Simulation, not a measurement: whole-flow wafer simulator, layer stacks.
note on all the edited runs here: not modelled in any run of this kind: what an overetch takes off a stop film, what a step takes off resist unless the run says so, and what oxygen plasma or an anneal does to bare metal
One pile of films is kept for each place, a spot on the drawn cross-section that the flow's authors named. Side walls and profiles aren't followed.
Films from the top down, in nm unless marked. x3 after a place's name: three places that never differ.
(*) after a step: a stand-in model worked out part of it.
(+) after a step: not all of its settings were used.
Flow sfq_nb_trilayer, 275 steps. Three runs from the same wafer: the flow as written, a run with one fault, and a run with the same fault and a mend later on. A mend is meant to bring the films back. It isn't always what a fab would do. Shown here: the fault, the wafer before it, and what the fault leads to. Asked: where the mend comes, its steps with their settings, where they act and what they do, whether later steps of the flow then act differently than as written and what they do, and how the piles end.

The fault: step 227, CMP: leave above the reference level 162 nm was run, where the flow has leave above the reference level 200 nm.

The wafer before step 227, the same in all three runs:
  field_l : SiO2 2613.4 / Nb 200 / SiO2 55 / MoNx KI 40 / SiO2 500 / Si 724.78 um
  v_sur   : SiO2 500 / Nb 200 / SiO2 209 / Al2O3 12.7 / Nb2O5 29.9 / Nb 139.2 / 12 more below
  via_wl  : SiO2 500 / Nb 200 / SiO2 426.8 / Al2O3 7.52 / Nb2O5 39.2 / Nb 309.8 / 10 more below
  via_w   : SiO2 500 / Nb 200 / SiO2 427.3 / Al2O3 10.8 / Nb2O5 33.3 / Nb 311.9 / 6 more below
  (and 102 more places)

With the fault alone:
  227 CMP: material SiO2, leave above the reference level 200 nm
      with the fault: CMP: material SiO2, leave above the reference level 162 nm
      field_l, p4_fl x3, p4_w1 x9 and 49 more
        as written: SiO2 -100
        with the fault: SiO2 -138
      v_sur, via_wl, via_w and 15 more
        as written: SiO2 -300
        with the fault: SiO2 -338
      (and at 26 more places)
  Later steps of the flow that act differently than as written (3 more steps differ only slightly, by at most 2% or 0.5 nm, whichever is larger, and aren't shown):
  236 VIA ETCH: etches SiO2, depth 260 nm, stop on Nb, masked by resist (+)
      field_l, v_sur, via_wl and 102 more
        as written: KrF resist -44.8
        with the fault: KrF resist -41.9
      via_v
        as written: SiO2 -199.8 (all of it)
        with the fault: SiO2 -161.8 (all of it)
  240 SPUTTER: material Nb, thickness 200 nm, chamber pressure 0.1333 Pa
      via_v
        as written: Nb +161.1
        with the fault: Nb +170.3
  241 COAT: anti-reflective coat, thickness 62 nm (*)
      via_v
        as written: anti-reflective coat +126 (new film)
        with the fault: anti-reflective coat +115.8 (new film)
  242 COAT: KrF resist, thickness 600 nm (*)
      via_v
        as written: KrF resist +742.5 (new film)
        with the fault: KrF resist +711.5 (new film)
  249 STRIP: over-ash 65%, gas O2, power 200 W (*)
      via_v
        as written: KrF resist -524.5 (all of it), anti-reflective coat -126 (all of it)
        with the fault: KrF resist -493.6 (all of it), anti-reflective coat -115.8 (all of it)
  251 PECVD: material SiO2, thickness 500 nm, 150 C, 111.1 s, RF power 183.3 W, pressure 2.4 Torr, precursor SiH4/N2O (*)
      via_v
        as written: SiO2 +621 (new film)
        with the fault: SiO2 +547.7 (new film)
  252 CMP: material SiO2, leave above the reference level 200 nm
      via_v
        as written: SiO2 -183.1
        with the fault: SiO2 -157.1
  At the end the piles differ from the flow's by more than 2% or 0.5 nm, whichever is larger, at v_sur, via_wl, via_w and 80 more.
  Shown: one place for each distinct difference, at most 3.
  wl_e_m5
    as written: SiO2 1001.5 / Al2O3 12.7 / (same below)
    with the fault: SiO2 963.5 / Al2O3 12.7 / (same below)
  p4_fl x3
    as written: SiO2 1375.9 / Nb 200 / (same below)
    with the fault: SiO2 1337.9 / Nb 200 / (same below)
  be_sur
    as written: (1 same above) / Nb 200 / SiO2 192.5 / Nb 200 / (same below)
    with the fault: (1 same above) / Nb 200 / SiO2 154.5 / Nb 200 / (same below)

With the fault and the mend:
  The mend comes after step 228.
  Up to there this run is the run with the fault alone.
  228a PECVD: material SiO2, thickness 38 nm, 150 C, 8.444 s, RF power 183.3 W, pressure 2.4 Torr, precursor SiH4/N2O (the flow's step 226 once more, with other settings)
      field_l, v_sur, via_wl and 103 more
        SiO2 +38
  No later step of the flow acts differently than as written, at any place that is followed, by more than 2% or 0.5 nm, whichever is larger.
  At the end the piles are the same as the flow's at every place that both follow.
